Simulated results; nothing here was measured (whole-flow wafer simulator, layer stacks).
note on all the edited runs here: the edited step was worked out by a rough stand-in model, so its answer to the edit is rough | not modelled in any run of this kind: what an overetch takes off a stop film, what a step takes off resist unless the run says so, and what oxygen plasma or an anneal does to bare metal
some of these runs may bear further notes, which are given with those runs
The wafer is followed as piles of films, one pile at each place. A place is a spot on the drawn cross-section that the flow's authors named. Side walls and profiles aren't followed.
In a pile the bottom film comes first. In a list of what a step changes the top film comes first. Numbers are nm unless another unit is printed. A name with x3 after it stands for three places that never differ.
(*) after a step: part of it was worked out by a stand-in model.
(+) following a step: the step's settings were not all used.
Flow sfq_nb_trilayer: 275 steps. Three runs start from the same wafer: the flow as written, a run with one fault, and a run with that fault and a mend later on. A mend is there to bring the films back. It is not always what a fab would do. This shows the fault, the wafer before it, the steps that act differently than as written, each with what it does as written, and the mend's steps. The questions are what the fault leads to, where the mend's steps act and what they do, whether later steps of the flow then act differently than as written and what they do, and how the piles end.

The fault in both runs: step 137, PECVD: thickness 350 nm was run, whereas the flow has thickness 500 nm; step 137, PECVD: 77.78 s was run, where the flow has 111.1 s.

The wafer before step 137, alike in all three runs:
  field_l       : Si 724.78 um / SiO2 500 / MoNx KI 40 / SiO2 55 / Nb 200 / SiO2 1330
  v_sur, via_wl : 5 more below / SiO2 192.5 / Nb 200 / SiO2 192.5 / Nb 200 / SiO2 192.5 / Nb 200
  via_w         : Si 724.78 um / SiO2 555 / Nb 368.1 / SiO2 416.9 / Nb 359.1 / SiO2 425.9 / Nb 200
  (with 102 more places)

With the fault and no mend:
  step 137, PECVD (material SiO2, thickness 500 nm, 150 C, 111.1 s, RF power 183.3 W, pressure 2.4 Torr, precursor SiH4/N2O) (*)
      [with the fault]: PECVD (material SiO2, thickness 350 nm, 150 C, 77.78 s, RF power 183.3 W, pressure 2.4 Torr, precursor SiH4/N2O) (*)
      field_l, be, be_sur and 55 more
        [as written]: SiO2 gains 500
        [with the fault]: SiO2 gains 350
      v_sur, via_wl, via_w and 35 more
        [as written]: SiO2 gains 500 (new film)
        [with the fault]: SiO2 gains 350 (new film)
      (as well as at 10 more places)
  Steps later in the flow that act otherwise than as written (21 more steps, not shown, differ only slightly: by at most 2% or 0.5 nm, whichever is larger):
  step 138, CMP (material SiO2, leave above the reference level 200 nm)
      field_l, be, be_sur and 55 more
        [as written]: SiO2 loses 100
        [with the fault]: nothing
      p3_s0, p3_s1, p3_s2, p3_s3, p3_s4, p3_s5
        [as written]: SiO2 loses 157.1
        [with the fault]: nothing
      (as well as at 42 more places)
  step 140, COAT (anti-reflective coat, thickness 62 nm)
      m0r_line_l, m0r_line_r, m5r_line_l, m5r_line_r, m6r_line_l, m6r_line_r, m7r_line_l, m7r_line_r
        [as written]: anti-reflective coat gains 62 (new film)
        [with the fault]: anti-reflective coat gains 63.4 (new film)
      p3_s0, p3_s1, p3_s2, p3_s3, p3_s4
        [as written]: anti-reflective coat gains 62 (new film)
        [with the fault]: anti-reflective coat gains 80.8 (new film)
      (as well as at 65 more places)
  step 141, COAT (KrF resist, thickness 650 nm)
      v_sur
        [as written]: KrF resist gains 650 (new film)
        [with the fault]: KrF resist gains 632.5 (new film)
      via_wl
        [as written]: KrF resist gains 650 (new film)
        [with the fault]: KrF resist gains 630 (new film)
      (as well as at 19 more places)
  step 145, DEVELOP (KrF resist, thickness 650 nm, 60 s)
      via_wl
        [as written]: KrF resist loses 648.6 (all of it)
        [with the fault]: KrF resist loses 628.6 (all of it)
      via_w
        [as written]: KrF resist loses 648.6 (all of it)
        [with the fault]: KrF resist loses 631.5 (all of it)
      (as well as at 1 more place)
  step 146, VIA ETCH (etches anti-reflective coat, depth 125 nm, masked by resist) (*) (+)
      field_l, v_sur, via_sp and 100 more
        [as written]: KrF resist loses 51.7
        [with the fault]: KrF resist loses 48.6
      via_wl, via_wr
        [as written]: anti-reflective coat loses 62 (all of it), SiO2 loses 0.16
        [with the fault]: anti-reflective coat loses 58.3 (all of it), SiO2 loses 0.15
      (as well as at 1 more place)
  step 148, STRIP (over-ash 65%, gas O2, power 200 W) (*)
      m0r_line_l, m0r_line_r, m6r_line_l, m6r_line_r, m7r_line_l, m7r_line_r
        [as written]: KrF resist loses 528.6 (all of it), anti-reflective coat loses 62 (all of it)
        [with the fault]: KrF resist loses 541 (all of it), anti-reflective coat loses 63.4 (all of it)
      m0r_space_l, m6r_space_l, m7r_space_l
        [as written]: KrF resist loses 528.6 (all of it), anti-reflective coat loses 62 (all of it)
        [with the fault]: KrF resist loses 537.3 (all of it), anti-reflective coat loses 69 (all of it)
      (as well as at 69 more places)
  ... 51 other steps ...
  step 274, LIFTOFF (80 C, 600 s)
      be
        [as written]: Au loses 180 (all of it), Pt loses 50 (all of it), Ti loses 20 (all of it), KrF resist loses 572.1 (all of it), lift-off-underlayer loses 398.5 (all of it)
        [with the fault]: Au loses 180 (all of it), Pt loses 50 (all of it), Ti loses 20 (all of it), KrF resist loses 599.8 (all of it), lift-off-underlayer loses 639.8 (all of it)
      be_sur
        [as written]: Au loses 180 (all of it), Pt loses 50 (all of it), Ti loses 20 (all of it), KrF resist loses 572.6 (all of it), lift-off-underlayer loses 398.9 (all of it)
        [with the fault]: Au loses 180 (all of it), Pt loses 50 (all of it), Ti loses 20 (all of it), KrF resist loses 582.4 (all of it), lift-off-underlayer loses 377.2 (all of it)
  At via_v, be, be_sur and 38 more, the piles at the end differ from the flow's by more than 2% or 0.5 nm, whichever is larger.
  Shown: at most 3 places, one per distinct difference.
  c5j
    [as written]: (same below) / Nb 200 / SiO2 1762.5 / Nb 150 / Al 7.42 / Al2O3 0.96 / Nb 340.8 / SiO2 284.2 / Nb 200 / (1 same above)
    [with the fault]: (same below) / Nb 200 / SiO2 1712.5 / Nb 150 / Al 7.42 / Al2O3 0.96 / Nb 170 / SiO2 28.4 / Nb 183.3 / SiO2 293.3 / Nb 200 / (1 same above)
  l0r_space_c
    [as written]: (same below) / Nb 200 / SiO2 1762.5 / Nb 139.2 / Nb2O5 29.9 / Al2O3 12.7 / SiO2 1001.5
    [with the fault]: (same below) / Nb 200 / SiO2 1712.5 / Nb 139.2 / Nb2O5 29.9 / Al2O3 12.7 / SiO2 1051.5
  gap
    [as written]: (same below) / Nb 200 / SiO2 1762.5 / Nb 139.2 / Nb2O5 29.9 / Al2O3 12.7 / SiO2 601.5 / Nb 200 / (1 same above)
    [with the fault]: (same below) / Nb 200 / SiO2 1712.5 / Nb 139.2 / Nb2O5 29.9 / Al2O3 12.7 / SiO2 651.5 / Nb 200 / (1 same above)

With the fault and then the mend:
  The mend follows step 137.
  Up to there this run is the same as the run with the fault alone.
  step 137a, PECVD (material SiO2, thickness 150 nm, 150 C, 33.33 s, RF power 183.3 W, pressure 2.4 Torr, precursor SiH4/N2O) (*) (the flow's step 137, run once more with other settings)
      field_l, v_sur, via_wl and 99 more
        SiO2 gains 150
      lsp_r, l0_sur, l0v
        SiO2 gains 147.7
      via_v
        SiO2 gains 142
  Steps later in the flow that act otherwise than as written:
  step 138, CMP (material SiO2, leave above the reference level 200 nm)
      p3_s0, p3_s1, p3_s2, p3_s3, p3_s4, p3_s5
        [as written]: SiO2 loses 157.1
        [with the mend]: SiO2 loses 100
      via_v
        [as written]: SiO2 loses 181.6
        [with the mend]: SiO2 loses 109.4
  At every place that both follow, the piles at the end match the flow's.
